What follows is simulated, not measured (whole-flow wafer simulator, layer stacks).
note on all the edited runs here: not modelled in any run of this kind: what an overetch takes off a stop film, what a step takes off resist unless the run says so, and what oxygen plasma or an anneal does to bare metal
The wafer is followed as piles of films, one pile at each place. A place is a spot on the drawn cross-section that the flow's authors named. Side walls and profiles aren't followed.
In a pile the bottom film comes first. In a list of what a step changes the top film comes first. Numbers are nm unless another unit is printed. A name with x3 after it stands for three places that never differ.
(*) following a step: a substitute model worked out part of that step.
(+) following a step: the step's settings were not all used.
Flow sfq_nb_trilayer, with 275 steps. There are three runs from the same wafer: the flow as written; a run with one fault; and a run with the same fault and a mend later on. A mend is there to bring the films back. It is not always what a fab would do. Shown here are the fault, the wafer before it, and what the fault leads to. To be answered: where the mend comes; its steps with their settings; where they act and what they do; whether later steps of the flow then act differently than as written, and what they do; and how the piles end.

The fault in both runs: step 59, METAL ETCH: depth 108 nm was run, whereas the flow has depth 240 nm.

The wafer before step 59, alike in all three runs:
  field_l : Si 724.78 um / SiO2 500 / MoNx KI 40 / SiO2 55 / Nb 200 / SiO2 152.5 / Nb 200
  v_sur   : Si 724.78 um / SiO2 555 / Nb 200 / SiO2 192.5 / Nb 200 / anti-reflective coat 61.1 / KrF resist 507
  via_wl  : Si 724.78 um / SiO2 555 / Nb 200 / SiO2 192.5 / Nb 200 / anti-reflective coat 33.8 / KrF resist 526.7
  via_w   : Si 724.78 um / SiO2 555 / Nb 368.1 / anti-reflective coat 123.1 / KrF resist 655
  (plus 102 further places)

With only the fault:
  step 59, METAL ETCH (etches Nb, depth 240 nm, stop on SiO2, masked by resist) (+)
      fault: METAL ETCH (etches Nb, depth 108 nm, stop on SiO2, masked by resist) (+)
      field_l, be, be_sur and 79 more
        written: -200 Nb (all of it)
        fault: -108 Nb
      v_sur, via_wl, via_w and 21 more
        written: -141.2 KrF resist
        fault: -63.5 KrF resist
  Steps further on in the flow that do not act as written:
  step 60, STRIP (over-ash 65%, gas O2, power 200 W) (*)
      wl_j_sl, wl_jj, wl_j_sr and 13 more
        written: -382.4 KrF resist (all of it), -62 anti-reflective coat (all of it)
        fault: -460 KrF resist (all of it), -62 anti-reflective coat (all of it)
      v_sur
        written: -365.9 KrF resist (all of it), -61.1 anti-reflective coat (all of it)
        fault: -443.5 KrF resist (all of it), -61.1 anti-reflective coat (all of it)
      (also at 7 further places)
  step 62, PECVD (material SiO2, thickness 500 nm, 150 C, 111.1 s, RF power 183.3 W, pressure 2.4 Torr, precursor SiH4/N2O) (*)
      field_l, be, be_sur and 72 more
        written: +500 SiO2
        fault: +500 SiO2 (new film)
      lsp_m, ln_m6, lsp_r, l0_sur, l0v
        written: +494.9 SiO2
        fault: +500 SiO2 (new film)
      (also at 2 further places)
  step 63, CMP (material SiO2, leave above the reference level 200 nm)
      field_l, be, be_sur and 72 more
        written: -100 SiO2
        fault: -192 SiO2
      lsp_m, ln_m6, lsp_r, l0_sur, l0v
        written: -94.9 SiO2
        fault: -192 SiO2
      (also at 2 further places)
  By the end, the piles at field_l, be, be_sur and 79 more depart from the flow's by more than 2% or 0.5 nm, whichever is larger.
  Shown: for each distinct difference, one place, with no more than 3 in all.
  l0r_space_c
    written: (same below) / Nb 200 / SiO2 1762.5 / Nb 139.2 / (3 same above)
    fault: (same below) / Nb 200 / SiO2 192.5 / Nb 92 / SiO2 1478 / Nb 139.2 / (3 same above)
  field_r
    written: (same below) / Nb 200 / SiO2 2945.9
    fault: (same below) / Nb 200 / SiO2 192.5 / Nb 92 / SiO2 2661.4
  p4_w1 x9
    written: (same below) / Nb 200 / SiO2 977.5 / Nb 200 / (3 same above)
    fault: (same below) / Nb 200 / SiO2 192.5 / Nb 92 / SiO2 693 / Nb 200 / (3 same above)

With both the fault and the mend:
  The mend stands after step 59.
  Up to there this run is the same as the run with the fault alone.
  step 59a, METAL ETCH (etches Nb, depth 132 nm, stop on SiO2, masked by resist) (+) (the flow's step 59, run once more with other settings)
      field_l, be, be_sur and 79 more
        -92 Nb (all of it)
      v_sur, via_wl, via_w and 21 more
        -77.6 KrF resist
  Every later step of the flow that is run acts as written at every place that is followed.
  At every place that both follow, the piles at the end match the flow's.
